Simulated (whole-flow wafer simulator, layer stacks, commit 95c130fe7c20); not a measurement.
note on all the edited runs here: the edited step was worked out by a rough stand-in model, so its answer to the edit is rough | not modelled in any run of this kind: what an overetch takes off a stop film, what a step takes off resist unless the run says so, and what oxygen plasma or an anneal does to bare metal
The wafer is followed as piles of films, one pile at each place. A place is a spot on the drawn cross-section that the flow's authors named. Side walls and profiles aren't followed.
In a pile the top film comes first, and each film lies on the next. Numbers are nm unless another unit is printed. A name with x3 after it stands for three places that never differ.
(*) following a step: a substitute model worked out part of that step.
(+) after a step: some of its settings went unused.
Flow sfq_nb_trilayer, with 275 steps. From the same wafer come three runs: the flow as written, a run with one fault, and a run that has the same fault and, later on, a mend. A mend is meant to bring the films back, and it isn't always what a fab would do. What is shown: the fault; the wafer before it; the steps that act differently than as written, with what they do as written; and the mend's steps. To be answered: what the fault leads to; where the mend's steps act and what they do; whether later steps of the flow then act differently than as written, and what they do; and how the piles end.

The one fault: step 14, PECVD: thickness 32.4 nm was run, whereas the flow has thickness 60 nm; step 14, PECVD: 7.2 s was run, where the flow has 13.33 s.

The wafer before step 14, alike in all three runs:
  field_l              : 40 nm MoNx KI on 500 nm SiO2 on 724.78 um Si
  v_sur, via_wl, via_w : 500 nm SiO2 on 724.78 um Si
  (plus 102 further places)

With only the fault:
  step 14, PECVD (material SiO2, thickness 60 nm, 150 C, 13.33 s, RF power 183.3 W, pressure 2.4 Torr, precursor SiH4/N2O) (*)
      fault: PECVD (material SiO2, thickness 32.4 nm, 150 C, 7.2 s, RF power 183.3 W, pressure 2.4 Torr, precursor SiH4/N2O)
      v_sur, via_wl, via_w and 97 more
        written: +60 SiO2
        fault: +32.4 SiO2
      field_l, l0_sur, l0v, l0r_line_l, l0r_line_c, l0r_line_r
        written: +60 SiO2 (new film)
        fault: +32.4 SiO2 (new film)
  Later steps of the flow acting differently than as written (10 more steps, not shown, differ only slightly: by at most 2% or 0.5 nm, whichever is larger):
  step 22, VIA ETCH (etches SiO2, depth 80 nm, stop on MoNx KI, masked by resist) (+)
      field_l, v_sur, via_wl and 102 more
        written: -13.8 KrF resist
        fault: -8.34 KrF resist
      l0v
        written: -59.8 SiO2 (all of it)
        fault: -32.2 SiO2 (all of it)
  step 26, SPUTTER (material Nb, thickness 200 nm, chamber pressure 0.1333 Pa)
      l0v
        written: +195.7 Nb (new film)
        fault: +200 Nb (new film)
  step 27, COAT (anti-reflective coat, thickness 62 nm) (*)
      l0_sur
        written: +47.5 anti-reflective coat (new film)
        fault: +50.6 anti-reflective coat (new film)
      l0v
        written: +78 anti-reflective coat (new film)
        fault: +69.4 anti-reflective coat (new film)
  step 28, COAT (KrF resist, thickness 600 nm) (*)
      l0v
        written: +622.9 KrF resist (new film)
        fault: +606 KrF resist (new film)
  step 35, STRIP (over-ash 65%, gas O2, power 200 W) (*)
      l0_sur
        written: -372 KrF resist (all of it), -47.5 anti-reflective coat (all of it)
        fault: -373.6 KrF resist (all of it), -50.6 anti-reflective coat (all of it)
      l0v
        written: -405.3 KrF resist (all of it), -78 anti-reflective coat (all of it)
        fault: -388.4 KrF resist (all of it), -69.4 anti-reflective coat (all of it)
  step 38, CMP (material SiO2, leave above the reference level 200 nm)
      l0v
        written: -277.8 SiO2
        fault: -309.7 SiO2
  At field_l, v_sur, via_wl and 100 more, the piles at the end differ from the flow's by more than 2% or 0.5 nm, whichever is larger.
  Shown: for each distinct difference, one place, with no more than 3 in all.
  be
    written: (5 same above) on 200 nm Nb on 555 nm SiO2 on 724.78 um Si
    fault: (5 same above) on 200 nm Nb on 527.4 nm SiO2 on 724.78 um Si
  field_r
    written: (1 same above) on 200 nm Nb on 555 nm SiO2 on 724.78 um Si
    fault: (1 same above) on 200 nm Nb on 527.4 nm SiO2 on 724.78 um Si
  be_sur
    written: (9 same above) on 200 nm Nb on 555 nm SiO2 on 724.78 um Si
    fault: (9 same above) on 200 nm Nb on 527.4 nm SiO2 on 724.78 um Si

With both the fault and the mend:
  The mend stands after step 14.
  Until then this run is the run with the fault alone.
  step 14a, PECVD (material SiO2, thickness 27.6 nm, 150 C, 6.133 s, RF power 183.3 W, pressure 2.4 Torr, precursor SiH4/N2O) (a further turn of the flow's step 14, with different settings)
      field_l, v_sur, via_wl and 103 more
        +27.6 SiO2
  Later steps of the flow that are run all act as written at every place that is followed, up to a difference of at most 2% or 0.5 nm, whichever is larger.
  By the end, the piles equal the flow's at every place that both follow.
